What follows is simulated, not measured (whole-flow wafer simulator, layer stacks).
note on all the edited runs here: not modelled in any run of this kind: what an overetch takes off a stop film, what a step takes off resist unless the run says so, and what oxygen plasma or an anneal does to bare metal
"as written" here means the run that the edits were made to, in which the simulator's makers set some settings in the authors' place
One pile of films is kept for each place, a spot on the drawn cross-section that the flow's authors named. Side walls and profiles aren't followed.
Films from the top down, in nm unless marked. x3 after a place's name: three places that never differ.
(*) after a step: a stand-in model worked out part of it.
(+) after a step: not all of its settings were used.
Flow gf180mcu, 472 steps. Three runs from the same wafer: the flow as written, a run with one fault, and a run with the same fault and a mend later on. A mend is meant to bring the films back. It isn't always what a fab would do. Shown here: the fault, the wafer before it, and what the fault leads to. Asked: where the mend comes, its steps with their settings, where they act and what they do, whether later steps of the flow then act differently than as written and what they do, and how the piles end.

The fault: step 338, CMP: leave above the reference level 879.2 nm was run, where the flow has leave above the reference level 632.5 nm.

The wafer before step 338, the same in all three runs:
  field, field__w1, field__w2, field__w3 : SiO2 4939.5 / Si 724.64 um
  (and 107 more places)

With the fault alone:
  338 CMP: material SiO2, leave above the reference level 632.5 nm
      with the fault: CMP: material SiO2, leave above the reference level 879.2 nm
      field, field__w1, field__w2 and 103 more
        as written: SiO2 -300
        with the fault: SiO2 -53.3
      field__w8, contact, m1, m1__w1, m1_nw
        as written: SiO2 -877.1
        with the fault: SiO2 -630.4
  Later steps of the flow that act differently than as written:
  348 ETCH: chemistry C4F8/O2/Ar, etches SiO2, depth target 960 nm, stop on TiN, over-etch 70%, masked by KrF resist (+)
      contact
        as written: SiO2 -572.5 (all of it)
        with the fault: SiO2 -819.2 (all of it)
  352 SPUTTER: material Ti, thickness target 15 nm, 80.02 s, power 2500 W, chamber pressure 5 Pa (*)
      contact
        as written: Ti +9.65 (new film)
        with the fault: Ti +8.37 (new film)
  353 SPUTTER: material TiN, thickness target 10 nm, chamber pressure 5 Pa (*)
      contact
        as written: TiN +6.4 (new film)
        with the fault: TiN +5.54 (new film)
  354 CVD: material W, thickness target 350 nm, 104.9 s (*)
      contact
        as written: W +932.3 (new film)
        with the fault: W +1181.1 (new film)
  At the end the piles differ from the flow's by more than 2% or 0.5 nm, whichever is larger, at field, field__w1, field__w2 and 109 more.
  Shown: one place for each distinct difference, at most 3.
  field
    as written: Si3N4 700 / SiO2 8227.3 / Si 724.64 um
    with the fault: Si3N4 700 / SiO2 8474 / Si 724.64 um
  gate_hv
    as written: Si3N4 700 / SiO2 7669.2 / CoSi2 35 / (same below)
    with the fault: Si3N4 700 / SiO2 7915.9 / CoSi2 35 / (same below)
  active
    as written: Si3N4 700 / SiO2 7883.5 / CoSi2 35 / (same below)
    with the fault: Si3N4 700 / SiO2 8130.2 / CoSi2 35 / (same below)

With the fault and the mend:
  The mend comes after step 338.
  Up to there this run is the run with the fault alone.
  338a CMP: material SiO2, leave above the reference level 632.5 nm (the flow's step 338 once more)
      field, field__w1, field__w2 and 108 more
        SiO2 -246.7
  No later step of the flow acts differently than as written at any place that is followed.
  At the end the piles are the same as the flow's at every place that both follow.
